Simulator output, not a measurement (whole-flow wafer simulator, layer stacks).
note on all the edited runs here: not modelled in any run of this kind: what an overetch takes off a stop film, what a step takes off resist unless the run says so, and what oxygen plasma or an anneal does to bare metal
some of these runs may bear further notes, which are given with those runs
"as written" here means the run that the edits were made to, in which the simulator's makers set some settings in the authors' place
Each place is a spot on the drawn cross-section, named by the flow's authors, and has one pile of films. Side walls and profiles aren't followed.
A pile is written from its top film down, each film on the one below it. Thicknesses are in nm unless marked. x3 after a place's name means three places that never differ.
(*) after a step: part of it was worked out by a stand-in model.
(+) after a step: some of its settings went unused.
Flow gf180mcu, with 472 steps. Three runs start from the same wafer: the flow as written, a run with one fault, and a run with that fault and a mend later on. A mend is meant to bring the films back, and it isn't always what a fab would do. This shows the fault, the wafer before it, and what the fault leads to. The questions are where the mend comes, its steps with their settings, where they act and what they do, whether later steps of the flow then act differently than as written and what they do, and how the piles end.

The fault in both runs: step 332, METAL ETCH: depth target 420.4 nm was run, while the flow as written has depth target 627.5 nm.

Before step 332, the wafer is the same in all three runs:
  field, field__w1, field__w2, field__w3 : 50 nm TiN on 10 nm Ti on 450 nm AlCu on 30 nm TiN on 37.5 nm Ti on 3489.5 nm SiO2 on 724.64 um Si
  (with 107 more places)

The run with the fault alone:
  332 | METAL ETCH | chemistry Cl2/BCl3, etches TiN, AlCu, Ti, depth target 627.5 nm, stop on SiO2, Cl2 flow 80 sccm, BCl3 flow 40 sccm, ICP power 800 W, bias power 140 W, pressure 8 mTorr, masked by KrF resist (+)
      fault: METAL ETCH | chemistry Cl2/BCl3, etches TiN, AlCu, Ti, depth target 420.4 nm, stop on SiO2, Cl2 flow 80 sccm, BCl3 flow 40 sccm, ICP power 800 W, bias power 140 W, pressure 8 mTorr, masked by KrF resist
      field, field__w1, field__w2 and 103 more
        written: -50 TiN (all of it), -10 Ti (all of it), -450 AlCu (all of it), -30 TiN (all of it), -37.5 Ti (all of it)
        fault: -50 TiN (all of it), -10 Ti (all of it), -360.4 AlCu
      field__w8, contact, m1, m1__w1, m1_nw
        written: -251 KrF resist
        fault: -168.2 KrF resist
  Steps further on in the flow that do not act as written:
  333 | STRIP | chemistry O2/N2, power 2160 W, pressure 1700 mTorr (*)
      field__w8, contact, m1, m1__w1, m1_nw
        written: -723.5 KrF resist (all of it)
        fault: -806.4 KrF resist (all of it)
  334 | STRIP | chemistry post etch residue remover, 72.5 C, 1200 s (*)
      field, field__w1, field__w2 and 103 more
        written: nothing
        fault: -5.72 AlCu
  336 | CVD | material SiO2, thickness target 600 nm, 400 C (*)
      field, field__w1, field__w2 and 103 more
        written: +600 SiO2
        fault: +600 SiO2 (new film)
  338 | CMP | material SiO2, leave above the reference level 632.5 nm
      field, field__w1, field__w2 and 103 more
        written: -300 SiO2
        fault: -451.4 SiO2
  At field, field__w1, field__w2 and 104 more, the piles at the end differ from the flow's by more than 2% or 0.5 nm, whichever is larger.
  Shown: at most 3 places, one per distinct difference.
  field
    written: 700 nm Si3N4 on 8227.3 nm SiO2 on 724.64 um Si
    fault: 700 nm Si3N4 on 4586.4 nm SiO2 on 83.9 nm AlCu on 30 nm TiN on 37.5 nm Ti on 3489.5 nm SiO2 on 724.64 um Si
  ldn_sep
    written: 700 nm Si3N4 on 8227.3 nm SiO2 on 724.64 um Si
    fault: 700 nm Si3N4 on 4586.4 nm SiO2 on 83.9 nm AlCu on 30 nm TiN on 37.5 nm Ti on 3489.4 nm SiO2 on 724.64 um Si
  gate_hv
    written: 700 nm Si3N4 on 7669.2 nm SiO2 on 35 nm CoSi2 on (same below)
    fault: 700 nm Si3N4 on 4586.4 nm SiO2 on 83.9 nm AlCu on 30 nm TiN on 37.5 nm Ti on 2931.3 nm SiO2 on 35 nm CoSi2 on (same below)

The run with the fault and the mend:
  The mend follows step 334.
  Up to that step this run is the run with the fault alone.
  334a | DEHYDRATE | 200 C, 60 s (a further turn of the flow's step 325)
      does not change any film at any place that is followed
  334b | HMDS | 120 C, 60 s (a further turn of the flow's step 326)
      does not change any film at any place that is followed
  334c | COAT | KrF resist, thickness 1000 nm (*) (a further turn of the flow's step 327)
      iso_ptap_pw, iso_ntap_nw, iso_nw_fld and 33 more
        +1000 KrF resist (new film)
      field__w2, field__w3, field__w5 and 14 more
        +1002.8 KrF resist (new film)
      field_sub__w4, field_sub__w5, ld_gate_p and 9 more
        +1002.7 KrF resist (new film)
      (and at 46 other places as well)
  334d | SOFTBAKE | KrF resist (a further turn of the flow's step 328)
      does not change any film at any place that is followed
  334e | EXPOSE | photomask Metal3 (a further turn of the flow's step 329)
      does not change any film at any place that is followed
  334f | PEB | KrF resist, 135 C, 90 s (a further turn of the flow's step 330)
      field__w1, field__w2, field__w3 and 56 more
        -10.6 KrF resist
      iso_ptap_pw, iso_ntap_nw, iso_nw_fld and 33 more
        -10.5 KrF resist
      gate_hv, sd_p, nw_sep_fld, polyc_n, polyc_n_rim
        -10.7 KrF resist
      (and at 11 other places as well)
  334g | DEVELOP | thickness 1000 nm, 60 s (a further turn of the flow's step 331)
      iso_ptap_pw, iso_ntap_nw, iso_nw_fld and 33 more
        -989.5 KrF resist (all of it)
      field__w1, field_sub, field_sub__w3 and 9 more
        -992.3 KrF resist (all of it)
      field_sub__w2, field_sub__w4, ld_drn_n and 9 more
        -992.1 KrF resist (all of it)
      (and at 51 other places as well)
  334h | METAL ETCH | chemistry Cl2/BCl3, etches TiN, AlCu, Ti, depth target 207.1 nm, stop on SiO2, Cl2 flow 80 sccm, BCl3 flow 40 sccm, ICP power 800 W, bias power 140 W, pressure 8 mTorr, masked by KrF resist (+) (a further turn of the flow's step 332, with different settings)
      field, field__w1, field__w2 and 103 more
        -83.9 AlCu (all of it), -30 TiN (all of it), -37.5 Ti (all of it)
      field__w8, contact, m1, m1__w1, m1_nw
        -82.8 KrF resist
  334i | STRIP | chemistry O2/N2, power 2160 W, pressure 1700 mTorr (*) (a further turn of the flow's step 333)
      field__w8
        -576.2 KrF resist (all of it)
      contact
        -574.1 KrF resist (all of it)
      m1
        -576.6 KrF resist (all of it)
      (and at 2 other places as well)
  334j | STRIP | chemistry post etch residue remover, 72.5 C, 1200 s (*) (a further turn of the flow's step 334)
      field__w8, contact, m1, m1__w1, m1_nw
        -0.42 TiN
  None of the later steps of the flow differs from how it acts as written, at any place that is followed, by more than 2% or 0.5 nm, whichever is larger.
  At the end the piles are close to the flow's at the places that both follow, differing by at most 2% or 0.5 nm, whichever is larger.
